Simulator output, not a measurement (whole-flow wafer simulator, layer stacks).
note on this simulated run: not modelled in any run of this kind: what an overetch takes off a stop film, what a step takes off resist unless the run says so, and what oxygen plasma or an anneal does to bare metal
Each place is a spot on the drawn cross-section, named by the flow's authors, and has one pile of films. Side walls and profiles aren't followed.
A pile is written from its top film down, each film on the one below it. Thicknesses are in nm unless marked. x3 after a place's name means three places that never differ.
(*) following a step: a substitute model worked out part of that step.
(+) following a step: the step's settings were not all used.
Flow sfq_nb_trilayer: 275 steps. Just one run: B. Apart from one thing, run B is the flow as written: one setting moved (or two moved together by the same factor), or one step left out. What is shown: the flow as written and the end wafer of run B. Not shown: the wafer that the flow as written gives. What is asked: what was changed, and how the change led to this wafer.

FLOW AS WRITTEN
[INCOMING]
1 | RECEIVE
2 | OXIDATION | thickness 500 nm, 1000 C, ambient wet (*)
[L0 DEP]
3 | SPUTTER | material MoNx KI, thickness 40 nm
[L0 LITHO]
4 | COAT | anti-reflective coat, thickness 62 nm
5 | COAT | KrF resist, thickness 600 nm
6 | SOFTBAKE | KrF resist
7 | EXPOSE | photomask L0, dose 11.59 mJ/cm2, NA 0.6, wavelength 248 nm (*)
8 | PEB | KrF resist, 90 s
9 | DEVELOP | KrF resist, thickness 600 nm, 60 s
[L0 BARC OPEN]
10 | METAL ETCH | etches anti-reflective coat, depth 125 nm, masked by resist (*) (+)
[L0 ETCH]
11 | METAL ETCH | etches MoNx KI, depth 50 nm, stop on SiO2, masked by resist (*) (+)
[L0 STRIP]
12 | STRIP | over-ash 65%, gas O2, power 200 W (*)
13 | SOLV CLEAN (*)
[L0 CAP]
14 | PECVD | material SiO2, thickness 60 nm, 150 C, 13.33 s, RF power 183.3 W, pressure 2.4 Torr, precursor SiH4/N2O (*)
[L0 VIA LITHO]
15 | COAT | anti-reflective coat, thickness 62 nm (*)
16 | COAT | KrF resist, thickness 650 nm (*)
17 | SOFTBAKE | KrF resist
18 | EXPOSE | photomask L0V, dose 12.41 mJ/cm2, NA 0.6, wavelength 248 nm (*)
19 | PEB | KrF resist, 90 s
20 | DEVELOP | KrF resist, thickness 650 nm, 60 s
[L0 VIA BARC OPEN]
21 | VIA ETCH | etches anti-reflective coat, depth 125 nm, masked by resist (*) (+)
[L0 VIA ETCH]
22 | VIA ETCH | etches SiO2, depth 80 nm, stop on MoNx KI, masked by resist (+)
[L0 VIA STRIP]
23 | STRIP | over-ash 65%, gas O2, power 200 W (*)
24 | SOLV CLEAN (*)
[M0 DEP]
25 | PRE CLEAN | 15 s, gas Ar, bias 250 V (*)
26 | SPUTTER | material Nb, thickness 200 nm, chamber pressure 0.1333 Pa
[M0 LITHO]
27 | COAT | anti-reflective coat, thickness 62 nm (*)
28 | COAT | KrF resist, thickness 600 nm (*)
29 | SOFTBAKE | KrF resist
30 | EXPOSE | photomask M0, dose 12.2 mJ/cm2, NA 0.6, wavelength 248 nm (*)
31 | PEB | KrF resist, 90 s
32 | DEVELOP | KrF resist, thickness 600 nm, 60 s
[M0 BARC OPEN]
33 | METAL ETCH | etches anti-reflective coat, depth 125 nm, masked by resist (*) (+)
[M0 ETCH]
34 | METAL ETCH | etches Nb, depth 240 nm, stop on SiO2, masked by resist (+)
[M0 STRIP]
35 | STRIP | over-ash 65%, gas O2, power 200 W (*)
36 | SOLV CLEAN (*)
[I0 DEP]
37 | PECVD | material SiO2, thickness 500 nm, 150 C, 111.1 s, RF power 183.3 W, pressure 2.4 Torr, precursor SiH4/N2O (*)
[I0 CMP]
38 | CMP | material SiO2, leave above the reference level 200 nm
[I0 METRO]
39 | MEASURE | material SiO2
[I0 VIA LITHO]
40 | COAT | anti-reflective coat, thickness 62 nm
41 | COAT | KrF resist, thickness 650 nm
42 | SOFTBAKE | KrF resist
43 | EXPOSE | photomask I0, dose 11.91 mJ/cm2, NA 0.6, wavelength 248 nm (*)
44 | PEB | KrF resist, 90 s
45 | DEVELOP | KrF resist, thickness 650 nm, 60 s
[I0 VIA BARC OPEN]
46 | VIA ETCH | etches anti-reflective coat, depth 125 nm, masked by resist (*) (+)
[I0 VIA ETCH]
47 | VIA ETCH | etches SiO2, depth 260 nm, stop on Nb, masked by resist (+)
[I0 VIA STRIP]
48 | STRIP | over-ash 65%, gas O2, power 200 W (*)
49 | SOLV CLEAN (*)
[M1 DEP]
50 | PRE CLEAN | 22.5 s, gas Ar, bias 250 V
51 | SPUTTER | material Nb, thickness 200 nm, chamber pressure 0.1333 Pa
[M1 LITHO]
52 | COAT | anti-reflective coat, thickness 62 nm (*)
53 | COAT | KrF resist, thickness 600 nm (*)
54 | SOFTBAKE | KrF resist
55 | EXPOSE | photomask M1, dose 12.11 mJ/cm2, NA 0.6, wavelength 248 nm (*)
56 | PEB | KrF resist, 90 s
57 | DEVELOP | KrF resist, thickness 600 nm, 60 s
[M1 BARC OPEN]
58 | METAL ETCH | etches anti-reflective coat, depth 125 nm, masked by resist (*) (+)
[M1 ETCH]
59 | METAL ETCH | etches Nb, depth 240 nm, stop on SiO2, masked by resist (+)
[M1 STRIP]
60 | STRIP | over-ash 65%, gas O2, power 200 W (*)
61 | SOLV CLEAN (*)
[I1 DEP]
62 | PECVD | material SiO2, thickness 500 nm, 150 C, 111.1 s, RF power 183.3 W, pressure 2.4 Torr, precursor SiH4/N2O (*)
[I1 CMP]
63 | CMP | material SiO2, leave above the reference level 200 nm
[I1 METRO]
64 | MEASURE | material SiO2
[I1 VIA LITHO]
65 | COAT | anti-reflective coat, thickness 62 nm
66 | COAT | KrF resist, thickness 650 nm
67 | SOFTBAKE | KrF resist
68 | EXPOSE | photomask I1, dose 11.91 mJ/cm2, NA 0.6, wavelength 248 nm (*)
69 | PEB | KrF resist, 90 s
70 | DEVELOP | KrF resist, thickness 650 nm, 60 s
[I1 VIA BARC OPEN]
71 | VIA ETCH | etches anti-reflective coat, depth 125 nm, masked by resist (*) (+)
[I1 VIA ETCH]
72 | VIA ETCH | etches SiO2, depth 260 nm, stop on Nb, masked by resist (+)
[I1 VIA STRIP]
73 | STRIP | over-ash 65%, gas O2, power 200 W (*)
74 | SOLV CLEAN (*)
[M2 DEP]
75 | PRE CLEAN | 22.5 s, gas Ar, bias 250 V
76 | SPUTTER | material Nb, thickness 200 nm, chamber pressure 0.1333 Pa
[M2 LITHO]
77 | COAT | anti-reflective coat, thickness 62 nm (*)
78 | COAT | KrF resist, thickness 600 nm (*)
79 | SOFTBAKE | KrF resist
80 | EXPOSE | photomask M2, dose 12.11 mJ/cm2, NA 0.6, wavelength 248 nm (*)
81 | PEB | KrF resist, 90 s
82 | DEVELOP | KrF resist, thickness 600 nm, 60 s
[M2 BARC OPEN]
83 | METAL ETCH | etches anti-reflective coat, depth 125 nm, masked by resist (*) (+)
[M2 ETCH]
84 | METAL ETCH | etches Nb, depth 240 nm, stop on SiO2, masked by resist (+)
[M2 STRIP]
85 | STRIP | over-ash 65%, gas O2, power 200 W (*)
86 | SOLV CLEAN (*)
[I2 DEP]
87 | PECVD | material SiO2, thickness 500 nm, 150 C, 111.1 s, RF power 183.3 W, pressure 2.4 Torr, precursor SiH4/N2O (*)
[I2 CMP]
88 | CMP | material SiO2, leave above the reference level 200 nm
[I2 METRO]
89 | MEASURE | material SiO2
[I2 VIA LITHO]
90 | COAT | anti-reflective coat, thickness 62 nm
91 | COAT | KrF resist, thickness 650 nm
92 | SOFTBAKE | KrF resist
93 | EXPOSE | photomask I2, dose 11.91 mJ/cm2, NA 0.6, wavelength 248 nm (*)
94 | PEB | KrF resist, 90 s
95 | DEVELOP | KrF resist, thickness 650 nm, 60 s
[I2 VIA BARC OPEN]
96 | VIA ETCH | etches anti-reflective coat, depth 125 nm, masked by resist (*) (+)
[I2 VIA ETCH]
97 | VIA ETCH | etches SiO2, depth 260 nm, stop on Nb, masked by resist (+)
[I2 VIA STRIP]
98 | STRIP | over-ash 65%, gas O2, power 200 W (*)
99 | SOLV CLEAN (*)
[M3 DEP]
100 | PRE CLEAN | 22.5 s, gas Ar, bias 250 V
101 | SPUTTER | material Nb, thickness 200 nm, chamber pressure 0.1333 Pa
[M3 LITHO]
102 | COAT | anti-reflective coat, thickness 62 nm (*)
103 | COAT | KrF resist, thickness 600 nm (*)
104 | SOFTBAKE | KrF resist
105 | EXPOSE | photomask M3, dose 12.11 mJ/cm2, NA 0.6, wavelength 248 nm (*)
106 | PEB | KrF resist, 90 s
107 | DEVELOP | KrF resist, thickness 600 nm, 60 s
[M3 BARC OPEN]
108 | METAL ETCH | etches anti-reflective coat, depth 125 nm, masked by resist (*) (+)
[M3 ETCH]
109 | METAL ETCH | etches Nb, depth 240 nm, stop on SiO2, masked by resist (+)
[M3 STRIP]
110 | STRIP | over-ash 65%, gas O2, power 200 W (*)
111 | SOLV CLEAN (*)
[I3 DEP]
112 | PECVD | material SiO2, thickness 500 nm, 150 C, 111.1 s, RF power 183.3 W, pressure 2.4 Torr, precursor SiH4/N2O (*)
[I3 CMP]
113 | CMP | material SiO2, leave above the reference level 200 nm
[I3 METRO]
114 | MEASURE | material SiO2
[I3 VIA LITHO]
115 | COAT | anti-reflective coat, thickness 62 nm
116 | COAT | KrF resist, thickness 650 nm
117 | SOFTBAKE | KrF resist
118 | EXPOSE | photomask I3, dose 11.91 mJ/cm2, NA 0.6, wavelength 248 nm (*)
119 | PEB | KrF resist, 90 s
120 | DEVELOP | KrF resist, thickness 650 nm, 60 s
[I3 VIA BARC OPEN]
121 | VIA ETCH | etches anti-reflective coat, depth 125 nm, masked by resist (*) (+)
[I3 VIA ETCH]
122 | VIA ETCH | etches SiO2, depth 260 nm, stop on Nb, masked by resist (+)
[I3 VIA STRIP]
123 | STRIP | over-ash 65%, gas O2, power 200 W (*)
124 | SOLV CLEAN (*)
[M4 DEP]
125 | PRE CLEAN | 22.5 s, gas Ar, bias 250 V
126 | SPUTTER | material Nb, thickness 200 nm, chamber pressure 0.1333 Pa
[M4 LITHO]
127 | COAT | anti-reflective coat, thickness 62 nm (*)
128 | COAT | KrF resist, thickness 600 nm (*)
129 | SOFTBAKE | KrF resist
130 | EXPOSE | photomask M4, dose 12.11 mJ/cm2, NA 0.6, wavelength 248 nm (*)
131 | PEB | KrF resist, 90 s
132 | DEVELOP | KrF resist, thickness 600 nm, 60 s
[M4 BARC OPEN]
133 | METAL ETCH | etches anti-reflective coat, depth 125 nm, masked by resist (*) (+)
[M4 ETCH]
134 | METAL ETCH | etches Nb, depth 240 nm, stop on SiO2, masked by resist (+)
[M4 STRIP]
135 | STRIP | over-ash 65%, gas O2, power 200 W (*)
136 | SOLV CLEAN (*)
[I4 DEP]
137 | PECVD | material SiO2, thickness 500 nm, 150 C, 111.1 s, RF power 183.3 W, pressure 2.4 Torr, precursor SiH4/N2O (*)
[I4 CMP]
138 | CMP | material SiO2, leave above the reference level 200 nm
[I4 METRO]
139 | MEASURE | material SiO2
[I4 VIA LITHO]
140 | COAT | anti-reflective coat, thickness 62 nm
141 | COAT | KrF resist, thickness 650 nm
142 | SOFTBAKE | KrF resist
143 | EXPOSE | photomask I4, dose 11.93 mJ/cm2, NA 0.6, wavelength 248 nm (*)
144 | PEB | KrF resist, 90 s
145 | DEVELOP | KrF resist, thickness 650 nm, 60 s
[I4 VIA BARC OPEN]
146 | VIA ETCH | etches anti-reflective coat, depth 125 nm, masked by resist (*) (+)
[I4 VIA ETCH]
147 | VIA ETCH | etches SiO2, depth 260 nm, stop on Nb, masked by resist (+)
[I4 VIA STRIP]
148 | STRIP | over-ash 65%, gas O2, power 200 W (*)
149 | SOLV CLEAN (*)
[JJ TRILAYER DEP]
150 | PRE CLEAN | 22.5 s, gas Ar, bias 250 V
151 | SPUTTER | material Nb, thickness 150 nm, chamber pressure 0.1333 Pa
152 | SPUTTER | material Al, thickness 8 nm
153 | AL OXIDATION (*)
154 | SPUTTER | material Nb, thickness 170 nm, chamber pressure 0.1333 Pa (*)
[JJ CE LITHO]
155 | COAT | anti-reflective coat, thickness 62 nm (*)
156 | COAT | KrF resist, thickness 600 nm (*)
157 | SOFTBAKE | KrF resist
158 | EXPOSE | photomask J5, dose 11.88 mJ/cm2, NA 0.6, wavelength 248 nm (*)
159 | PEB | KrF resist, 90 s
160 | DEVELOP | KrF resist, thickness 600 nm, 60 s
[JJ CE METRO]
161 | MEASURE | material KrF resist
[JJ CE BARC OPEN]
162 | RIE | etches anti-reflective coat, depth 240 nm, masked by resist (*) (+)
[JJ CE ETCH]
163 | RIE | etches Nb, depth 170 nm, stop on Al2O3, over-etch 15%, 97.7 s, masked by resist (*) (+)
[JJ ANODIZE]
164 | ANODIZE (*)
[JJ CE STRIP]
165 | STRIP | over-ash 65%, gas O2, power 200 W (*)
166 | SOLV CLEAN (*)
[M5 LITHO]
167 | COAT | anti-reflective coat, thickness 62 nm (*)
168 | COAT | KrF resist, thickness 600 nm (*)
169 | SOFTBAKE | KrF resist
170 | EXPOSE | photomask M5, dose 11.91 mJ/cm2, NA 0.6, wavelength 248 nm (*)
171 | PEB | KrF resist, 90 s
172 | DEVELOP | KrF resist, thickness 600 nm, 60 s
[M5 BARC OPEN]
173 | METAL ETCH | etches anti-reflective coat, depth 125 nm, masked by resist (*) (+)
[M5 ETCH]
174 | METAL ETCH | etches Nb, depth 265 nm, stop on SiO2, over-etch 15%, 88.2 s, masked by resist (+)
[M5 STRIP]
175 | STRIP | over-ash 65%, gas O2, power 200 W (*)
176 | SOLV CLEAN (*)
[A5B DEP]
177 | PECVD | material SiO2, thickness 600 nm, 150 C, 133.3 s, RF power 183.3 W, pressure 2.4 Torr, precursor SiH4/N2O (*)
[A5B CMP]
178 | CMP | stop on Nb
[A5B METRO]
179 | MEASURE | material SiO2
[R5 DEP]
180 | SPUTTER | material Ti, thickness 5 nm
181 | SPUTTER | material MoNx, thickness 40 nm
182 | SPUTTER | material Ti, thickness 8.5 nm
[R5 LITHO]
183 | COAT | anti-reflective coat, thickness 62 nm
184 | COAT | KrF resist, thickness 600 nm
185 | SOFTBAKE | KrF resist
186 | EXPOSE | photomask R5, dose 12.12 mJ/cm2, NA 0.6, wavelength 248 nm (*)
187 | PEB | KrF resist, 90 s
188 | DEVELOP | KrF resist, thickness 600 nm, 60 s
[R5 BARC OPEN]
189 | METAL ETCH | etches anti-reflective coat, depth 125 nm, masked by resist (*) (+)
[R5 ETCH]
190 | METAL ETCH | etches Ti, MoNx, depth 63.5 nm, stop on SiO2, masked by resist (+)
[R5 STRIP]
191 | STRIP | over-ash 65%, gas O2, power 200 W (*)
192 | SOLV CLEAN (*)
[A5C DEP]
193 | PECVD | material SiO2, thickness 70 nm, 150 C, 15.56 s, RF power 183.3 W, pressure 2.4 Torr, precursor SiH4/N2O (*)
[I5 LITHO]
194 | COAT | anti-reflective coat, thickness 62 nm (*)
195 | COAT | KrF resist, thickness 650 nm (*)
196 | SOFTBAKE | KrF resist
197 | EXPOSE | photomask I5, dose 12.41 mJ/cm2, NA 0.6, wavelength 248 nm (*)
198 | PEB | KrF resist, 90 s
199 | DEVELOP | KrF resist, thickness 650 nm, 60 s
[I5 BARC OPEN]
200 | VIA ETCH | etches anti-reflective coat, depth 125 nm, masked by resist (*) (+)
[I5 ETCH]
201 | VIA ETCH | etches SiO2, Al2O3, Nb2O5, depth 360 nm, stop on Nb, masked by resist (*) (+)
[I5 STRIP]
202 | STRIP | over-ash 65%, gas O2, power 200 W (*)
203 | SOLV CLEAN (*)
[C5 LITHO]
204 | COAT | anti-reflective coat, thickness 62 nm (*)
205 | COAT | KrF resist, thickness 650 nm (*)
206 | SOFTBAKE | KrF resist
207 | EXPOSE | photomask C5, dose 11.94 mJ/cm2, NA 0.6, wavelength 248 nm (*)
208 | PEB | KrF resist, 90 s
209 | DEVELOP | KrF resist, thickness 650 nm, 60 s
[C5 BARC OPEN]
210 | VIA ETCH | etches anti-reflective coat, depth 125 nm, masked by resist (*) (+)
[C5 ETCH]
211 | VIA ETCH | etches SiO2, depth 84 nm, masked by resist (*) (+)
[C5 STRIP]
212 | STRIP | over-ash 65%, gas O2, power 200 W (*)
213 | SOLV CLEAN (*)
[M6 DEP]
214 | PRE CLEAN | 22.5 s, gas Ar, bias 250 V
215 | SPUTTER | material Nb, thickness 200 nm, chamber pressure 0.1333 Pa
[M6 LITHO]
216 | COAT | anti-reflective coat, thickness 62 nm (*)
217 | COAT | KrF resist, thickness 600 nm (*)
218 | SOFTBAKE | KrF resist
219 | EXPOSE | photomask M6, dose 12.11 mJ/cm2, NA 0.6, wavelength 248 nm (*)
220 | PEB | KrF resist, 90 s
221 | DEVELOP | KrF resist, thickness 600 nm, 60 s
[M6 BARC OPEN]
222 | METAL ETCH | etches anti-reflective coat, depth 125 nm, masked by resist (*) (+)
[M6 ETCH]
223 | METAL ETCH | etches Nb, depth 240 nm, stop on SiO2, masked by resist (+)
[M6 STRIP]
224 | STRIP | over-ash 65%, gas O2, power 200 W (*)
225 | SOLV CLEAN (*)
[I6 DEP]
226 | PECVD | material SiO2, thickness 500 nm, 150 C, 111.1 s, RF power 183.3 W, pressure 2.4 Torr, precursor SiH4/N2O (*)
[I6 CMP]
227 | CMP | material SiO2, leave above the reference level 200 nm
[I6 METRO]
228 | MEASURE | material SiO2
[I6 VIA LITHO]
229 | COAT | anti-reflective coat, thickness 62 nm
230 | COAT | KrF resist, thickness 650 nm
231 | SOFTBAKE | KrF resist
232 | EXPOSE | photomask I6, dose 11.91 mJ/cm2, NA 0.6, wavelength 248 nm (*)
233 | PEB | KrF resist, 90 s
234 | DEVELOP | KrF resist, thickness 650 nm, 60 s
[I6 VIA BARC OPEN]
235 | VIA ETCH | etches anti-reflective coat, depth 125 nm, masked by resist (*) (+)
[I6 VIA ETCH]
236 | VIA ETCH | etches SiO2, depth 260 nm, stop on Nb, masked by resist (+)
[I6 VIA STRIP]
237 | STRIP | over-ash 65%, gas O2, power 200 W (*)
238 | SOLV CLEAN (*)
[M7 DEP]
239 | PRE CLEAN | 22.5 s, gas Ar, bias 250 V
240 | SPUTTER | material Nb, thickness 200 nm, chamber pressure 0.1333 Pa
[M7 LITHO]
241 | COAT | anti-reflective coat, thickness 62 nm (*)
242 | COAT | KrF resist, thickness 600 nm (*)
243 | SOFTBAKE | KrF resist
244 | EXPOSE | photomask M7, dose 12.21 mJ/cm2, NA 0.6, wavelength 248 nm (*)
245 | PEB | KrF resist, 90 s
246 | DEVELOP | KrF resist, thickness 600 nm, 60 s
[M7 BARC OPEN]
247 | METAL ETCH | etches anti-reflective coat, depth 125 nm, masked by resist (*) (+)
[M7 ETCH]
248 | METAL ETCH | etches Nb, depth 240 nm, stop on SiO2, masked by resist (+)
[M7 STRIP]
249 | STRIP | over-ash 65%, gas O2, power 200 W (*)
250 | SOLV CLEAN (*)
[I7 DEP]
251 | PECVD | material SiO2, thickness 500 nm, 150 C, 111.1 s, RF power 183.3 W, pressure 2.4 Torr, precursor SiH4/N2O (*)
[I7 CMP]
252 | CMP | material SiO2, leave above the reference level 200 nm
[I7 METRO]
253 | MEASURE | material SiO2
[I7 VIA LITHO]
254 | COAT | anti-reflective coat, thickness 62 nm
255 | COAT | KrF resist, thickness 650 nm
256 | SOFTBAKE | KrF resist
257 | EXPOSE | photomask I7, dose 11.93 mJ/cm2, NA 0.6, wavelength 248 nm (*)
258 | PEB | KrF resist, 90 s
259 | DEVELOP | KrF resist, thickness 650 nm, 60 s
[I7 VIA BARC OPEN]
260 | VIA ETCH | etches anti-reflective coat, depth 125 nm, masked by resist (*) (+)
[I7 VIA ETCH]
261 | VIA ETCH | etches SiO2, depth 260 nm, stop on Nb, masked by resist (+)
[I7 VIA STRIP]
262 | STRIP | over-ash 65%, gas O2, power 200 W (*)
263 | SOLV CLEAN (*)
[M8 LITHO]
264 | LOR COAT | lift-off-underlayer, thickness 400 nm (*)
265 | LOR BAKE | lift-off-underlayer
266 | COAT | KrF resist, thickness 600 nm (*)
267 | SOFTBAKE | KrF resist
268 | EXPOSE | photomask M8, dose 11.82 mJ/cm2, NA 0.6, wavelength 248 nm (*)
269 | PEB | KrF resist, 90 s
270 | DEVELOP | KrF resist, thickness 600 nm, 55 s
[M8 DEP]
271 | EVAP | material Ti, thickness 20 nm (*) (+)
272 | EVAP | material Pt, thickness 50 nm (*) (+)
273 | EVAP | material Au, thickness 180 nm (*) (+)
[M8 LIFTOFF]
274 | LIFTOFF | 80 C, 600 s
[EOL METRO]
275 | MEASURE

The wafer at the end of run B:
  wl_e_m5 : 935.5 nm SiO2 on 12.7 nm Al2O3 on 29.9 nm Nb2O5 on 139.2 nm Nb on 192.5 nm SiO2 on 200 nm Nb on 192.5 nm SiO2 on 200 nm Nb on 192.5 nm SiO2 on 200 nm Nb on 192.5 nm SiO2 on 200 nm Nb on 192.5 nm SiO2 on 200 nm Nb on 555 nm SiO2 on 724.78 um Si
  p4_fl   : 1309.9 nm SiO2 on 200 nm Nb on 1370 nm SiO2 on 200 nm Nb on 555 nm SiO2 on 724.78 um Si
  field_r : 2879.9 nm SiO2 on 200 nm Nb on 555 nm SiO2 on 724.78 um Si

The reason: step 215, SPUTTER: thickness 134 nm was run, whereas the flow has thickness 200 nm.

Step by step, how the change led to this:
  215 | SPUTTER | material Nb, thickness 200 nm, chamber pressure 0.1333 Pa
      field_l, v_sur, via_wl and 100 more: +134 Nb (new film) (in the flow as written it would be: +200 Nb (new film))
      be: +99.1 Nb (in the flow as written it would be: +147.3 Nb)
      (as well as at 2 more places)
  216 | COAT | anti-reflective coat, thickness 62 nm (*)
      be: +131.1 anti-reflective coat (new film) (in the flow as written it would be: +136.7 anti-reflective coat (new film))
      be_sur: +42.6 anti-reflective coat (new film) (in the flow as written it would be: +43.8 anti-reflective coat (new film))
  223 | METAL ETCH | etches Nb, depth 240 nm, stop on SiO2, masked by resist (+)
      field_l, gap, moat and 76 more: -134 Nb (all of it) (in the flow as written it would be: -200 Nb (all of it))
      v_sur, via_wl, via_w and 24 more: -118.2 KrF resist (in the flow as written it would be: -141.2 KrF resist)
  224 | STRIP | over-ash 65%, gas O2, power 200 W (*)
      wl_j_sl, wl_j_sr: -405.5 KrF resist (all of it), -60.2 anti-reflective coat (all of it) (in the flow as written it would be: -382.5 KrF resist (all of it), -60.2 anti-reflective coat (all of it))
      wl_c_m6, wl_f_m6: -405.2 KrF resist (all of it), -62 anti-reflective coat (all of it) (in the flow as written it would be: -382.3 KrF resist (all of it), -62 anti-reflective coat (all of it))
      (as well as at 23 more places)
  226 | PECVD | material SiO2, thickness 500 nm, 150 C, 111.1 s, RF power 183.3 W, pressure 2.4 Torr, precursor SiH4/N2O (*)
      gap, wl_a_sl, m6r_space_l, m6r_space_r: +500 SiO2 (in the flow as written it would be: +557.1 SiO2)
      be: +668.6 SiO2 (new film) (in the flow as written it would be: +693.5 SiO2 (new film))
  227 | CMP | material SiO2, leave above the reference level 200 nm
      field_l, p4_fl, p4_fm and 59 more: -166 SiO2 (in the flow as written it would be: -100 SiO2)
      moat, field_r, lsp_l, ln_m5, lsp_m: -166 SiO2 (in the flow as written it would be: -93.6 SiO2)
      (as well as at 13 more places)
